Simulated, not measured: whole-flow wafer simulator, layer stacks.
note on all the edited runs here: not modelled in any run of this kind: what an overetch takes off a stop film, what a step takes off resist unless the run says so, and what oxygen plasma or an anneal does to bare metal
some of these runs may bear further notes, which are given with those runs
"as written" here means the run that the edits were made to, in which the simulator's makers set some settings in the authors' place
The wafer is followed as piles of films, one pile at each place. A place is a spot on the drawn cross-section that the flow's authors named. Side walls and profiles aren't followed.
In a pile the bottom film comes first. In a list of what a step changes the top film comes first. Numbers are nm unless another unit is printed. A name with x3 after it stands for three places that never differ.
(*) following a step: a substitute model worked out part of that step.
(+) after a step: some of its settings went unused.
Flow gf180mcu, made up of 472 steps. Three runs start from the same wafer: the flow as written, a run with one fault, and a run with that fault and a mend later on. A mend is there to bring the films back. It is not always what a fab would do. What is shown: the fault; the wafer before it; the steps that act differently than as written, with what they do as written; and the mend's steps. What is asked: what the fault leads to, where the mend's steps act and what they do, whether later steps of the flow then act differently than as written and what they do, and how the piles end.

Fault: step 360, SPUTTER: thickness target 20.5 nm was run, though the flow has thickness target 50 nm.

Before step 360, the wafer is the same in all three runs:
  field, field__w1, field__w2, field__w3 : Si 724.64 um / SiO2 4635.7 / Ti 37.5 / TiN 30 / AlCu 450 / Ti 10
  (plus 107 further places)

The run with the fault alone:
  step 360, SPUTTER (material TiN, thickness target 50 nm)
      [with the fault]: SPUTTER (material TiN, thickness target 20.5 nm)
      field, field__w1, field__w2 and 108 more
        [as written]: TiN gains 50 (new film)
        [with the fault]: TiN gains 20.5 (new film)
  Later steps of the flow acting differently than as written (not shown: 2 more steps that differ only slightly, by at most 2% or 0.5 nm, whichever is larger):
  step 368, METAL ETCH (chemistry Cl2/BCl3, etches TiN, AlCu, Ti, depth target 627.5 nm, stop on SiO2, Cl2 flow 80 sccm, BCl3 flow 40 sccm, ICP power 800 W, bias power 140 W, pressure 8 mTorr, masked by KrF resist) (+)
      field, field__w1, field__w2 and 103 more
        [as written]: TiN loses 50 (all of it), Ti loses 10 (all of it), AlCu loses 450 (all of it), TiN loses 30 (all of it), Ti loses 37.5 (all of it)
        [with the fault]: TiN loses 20.5 (all of it), Ti loses 10 (all of it), AlCu loses 450 (all of it), TiN loses 30 (all of it), Ti loses 37.5 (all of it)
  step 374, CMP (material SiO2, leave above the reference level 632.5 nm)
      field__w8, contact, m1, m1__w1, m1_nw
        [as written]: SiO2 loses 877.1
        [with the fault]: SiO2 loses 847.6
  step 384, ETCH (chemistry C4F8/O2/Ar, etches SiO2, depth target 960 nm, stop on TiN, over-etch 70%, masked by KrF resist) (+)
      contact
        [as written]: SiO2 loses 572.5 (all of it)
        [with the fault]: SiO2 loses 602 (all of it)
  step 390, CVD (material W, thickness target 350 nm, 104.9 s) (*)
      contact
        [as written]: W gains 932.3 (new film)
        [with the fault]: W gains 962.1 (new film)
  By the end, the piles at field__w8, contact, m1, m1__w1, m1_nw depart from the flow's by more than 2% or 0.5 nm, whichever is larger.
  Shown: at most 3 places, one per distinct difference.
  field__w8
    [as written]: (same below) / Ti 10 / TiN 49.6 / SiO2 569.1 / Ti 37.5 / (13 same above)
    [with the fault]: (same below) / Ti 10 / TiN 20.1 / SiO2 598.6 / Ti 37.5 / (13 same above)
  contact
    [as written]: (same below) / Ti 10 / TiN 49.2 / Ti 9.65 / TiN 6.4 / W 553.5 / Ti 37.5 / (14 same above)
    [with the fault]: (same below) / Ti 10 / TiN 19.7 / Ti 9.49 / TiN 6.29 / W 583.3 / Ti 37.5 / (14 same above)

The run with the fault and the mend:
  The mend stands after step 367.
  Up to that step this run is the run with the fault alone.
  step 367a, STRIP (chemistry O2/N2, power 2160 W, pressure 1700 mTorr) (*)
      field__w8, contact, m1, m1__w1, m1_nw
        KrF resist loses 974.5 (all of it)
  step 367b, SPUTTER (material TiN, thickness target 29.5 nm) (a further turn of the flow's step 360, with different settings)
      field, field__w1, field__w2 and 108 more
        TiN gains 29.5
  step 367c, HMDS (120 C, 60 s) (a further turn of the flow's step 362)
      leaves every film unchanged at each place that is followed
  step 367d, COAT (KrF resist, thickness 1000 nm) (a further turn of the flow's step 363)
      field, field__w1, field__w2 and 108 more
        KrF resist gains 1000 (new film)
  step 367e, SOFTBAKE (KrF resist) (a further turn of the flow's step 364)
      leaves every film unchanged at each place that is followed
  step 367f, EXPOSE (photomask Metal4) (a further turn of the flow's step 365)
      leaves every film unchanged at each place that is followed
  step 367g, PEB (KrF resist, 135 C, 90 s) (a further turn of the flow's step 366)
      field, field__w1, field__w2 and 108 more
        KrF resist loses 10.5
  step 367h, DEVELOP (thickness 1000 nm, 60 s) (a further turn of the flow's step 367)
      field, field__w1, field__w2 and 103 more
        KrF resist loses 989.5 (all of it)
      field__w8, contact, m1, m1__w1, m1_nw
        KrF resist loses 14.9
  None of the later steps of the flow acts differently than as written at any place that is followed.
  By the end, the piles equal the flow's at every place that both follow.
